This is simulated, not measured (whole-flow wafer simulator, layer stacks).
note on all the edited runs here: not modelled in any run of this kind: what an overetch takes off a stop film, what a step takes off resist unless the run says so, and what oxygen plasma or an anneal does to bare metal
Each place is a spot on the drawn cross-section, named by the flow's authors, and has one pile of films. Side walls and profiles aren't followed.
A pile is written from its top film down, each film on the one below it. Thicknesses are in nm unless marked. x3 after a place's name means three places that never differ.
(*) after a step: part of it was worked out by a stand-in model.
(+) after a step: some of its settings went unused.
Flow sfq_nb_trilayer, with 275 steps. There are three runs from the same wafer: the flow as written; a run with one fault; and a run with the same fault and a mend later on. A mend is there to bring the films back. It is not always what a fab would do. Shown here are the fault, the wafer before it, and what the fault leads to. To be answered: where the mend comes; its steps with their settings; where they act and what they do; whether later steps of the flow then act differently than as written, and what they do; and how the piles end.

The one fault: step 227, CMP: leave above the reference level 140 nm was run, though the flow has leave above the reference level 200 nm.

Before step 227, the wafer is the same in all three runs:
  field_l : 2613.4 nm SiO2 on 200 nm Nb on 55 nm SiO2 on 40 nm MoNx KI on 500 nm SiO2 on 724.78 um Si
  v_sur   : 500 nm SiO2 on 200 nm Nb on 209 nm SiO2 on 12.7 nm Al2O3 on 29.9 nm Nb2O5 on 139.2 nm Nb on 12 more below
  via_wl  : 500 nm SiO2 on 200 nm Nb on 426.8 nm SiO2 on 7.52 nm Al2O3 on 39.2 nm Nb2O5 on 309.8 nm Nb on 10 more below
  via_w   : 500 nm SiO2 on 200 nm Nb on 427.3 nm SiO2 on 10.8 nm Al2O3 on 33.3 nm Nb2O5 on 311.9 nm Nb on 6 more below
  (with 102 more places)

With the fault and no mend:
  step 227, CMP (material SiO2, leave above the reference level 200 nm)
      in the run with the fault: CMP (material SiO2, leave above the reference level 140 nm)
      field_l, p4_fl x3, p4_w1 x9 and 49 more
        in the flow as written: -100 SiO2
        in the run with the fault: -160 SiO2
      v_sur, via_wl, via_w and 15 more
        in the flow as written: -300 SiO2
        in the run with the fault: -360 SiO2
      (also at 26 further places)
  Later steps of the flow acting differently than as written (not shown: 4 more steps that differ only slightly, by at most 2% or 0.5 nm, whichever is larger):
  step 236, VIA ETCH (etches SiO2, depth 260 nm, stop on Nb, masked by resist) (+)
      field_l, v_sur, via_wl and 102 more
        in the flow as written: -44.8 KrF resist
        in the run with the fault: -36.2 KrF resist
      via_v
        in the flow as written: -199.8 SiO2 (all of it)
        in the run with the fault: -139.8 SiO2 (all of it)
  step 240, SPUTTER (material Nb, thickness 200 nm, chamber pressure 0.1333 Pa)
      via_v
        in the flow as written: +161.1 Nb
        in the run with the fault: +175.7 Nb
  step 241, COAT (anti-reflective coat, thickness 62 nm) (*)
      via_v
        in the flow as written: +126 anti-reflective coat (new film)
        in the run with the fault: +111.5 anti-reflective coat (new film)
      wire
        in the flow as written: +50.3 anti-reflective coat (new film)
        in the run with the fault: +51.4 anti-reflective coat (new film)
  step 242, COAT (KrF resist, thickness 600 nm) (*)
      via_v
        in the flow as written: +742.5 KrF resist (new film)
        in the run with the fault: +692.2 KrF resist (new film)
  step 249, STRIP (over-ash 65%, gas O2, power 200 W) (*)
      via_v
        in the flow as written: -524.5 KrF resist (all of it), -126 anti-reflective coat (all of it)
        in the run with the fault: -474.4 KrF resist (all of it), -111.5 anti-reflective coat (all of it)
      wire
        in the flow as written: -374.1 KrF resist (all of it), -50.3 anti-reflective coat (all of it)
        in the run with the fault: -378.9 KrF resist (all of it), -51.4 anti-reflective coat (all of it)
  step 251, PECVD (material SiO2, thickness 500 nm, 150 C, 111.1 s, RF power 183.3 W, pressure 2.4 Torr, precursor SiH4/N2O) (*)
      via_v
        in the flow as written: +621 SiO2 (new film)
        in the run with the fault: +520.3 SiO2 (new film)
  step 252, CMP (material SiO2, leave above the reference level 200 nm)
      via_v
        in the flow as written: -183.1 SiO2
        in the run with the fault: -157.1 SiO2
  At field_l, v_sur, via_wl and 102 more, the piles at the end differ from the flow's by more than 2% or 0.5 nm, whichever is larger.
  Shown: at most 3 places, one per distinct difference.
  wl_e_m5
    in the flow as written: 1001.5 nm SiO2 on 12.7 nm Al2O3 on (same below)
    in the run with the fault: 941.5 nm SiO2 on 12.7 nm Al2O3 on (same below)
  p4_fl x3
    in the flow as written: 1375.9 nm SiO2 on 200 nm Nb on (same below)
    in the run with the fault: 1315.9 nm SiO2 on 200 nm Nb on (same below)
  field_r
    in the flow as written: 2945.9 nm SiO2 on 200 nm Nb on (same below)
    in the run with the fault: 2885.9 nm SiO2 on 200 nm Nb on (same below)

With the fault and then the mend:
  The mend stands after step 234.
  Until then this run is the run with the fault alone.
  step 234a, STRIP (over-ash 65%, gas O2, power 200 W) (*)
      field_l, v_sur, via_wl and 102 more
        -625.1 KrF resist (all of it), -62 anti-reflective coat (all of it)
      via_v
        -62 anti-reflective coat (all of it)
  step 234b, PECVD (material SiO2, thickness 60 nm, 150 C, 13.33 s, RF power 183.3 W, pressure 2.4 Torr, precursor SiH4/N2O) (the flow's step 226, run once more with other settings)
      field_l, v_sur, via_wl and 103 more
        +60 SiO2
  step 234c, COAT (anti-reflective coat, thickness 62 nm) (the flow's step 229, run once more)
      field_l, v_sur, via_wl and 103 more
        +62 anti-reflective coat (new film)
  step 234d, COAT (KrF resist, thickness 650 nm) (the flow's step 230, run once more)
      field_l, v_sur, via_wl and 103 more
        +650 KrF resist (new film)
  step 234e, SOFTBAKE (KrF resist) (the flow's step 231, run once more)
      leaves every film unchanged at each place that is followed
  step 234f, EXPOSE (photomask I6, dose 11.91 mJ/cm2, NA 0.6, wavelength 248 nm) (*) (the flow's step 232, run once more)
      leaves every film unchanged at each place that is followed
  step 234g, PEB (KrF resist, 90 s) (the flow's step 233, run once more)
      field_l, v_sur, via_wl and 103 more
        -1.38 KrF resist
  step 234h, DEVELOP (KrF resist, thickness 650 nm, 60 s) (the flow's step 234, run once more)
      field_l, v_sur, via_wl and 102 more
        -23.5 KrF resist
      via_v
        -648.6 KrF resist (all of it)
  None of the later steps of the flow differs from how it acts as written, at any place that is followed, by more than 2% or 0.5 nm, whichever is larger.
  By the end, the piles equal the flow's at every place that both follow.
